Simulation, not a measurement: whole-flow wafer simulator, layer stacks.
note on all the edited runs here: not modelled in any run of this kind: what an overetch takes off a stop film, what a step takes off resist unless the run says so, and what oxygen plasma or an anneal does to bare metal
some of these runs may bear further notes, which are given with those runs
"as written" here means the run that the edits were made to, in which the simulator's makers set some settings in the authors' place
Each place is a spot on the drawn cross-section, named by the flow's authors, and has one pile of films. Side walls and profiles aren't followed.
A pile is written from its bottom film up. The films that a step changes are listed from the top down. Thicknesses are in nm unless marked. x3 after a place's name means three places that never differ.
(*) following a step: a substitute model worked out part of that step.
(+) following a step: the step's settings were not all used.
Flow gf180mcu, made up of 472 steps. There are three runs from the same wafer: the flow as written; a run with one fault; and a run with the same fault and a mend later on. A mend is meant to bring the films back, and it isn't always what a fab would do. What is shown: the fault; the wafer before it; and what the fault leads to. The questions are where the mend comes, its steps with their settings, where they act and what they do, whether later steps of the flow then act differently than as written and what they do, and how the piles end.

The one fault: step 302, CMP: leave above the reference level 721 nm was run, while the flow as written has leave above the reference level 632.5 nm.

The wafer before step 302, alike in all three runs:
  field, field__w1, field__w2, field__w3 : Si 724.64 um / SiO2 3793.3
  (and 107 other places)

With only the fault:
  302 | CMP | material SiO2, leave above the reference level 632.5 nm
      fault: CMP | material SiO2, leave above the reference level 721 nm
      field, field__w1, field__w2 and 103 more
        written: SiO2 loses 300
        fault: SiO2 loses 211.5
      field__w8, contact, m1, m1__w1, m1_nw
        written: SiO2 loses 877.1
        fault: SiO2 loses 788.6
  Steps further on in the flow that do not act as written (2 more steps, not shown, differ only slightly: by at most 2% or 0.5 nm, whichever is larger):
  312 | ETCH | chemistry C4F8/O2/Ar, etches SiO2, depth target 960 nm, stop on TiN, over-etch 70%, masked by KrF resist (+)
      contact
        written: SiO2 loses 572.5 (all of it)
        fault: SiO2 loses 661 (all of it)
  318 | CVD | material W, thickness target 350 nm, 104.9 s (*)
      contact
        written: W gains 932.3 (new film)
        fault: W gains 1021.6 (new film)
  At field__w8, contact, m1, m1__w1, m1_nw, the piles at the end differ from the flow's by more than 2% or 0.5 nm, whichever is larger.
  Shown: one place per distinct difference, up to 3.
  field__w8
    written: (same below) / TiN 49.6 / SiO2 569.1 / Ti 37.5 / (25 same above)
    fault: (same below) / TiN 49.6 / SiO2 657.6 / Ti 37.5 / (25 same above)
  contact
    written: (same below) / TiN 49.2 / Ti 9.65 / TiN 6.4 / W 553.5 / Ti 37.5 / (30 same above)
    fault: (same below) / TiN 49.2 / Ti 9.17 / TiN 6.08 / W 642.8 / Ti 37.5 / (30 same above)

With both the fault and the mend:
  The mend follows step 310.
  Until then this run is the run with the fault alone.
  310a | STRIP | chemistry O2/N2, power 2160 W, pressure 1700 mTorr (*)
      field, field__w1, field__w2 and 107 more
        KrF resist loses 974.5 (all of it), anti-reflective coat loses 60 (all of it)
      contact
        anti-reflective coat loses 60 (all of it)
  310b | CMP | material SiO2, leave above the reference level 632.5 nm (the flow's step 302 again)
      field, field__w1, field__w2 and 108 more
        SiO2 loses 88.5
  310c | HMDS | 120 C, 60 s (the flow's step 304 again)
      leaves every film unchanged at each place that is followed
  310d | COAT | anti-reflective coat, thickness 60 nm, 182 C, 71 s (the flow's step 305 again)
      field, field__w1, field__w2 and 108 more
        anti-reflective coat gains 60 (new film)
  310e | COAT | KrF resist, thickness 1000 nm (the flow's step 306 again)
      field, field__w1, field__w2 and 108 more
        KrF resist gains 1000 (new film)
  310f | SOFTBAKE | KrF resist (the flow's step 307 again)
      leaves every film unchanged at each place that is followed
  310g | EXPOSE | photomask Via2 (the flow's step 308 again)
      leaves every film unchanged at each place that is followed
  310h | PEB | KrF resist, 135 C, 90 s (the flow's step 309 again)
      field, field__w1, field__w2 and 108 more
        KrF resist loses 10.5
  310i | DEVELOP | KrF resist, thickness 1000 nm, 60 s (the flow's step 310 again)
      field, field__w1, field__w2 and 107 more
        KrF resist loses 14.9
      contact
        KrF resist loses 989.5 (all of it)
  Every later step of the flow that is run acts as written at every place that is followed.
  The piles end the same as the flow's at every place that both follow.
